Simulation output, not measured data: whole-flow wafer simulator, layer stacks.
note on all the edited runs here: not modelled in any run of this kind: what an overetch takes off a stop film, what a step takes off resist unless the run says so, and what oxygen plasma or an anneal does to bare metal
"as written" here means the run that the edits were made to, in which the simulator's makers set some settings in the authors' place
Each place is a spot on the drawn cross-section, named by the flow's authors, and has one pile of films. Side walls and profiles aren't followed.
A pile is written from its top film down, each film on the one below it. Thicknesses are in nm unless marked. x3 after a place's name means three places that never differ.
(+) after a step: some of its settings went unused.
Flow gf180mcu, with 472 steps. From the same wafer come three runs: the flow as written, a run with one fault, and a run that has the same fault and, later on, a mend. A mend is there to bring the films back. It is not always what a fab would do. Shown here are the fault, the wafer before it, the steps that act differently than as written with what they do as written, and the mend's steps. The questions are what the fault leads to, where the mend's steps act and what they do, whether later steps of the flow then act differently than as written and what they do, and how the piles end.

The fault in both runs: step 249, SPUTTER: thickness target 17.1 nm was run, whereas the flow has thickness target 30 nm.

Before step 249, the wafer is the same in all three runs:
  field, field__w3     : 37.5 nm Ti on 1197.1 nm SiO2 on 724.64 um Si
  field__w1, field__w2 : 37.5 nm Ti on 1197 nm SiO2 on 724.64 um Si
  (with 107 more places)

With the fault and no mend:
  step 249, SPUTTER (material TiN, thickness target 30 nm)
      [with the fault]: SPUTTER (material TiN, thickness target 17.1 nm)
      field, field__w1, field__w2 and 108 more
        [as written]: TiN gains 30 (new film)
        [with the fault]: TiN gains 17.1 (new film)
  Later steps of the flow acting differently than as written:
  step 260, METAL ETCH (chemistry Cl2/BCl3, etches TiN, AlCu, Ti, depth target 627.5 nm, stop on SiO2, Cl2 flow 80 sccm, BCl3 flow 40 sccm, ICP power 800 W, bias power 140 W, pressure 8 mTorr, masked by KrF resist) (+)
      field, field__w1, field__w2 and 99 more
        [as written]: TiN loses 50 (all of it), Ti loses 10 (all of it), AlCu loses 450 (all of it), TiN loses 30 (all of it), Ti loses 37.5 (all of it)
        [with the fault]: TiN loses 50 (all of it), Ti loses 10 (all of it), AlCu loses 450 (all of it), TiN loses 17.1 (all of it), Ti loses 37.5 (all of it)
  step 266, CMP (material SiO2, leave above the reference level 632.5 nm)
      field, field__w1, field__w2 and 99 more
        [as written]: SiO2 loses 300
        [with the fault]: SiO2 loses 312.9
  The piles end different from the flow's at field__w8, contact, m1 and 6 more by more than 2% or 0.5 nm, whichever is larger.
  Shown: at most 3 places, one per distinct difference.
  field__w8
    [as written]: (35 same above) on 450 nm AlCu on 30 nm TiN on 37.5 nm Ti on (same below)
    [with the fault]: (35 same above) on 450 nm AlCu on 17.1 nm TiN on 37.5 nm Ti on (same below)
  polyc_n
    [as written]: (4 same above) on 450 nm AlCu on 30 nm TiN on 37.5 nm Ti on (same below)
    [with the fault]: (4 same above) on 450 nm AlCu on 17.1 nm TiN on 37.5 nm Ti on (same below)
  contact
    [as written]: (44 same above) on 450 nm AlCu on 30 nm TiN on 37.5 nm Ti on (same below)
    [with the fault]: (44 same above) on 450 nm AlCu on 17.1 nm TiN on 37.5 nm Ti on (same below)

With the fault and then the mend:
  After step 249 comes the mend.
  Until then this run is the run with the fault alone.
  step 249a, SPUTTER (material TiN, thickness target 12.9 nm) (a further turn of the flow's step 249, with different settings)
      field, field__w1, field__w2 and 108 more
        TiN gains 12.9
  None of the later steps of the flow acts differently than as written at any place that is followed.
  The piles end the same as the flow's at every place that both follow.
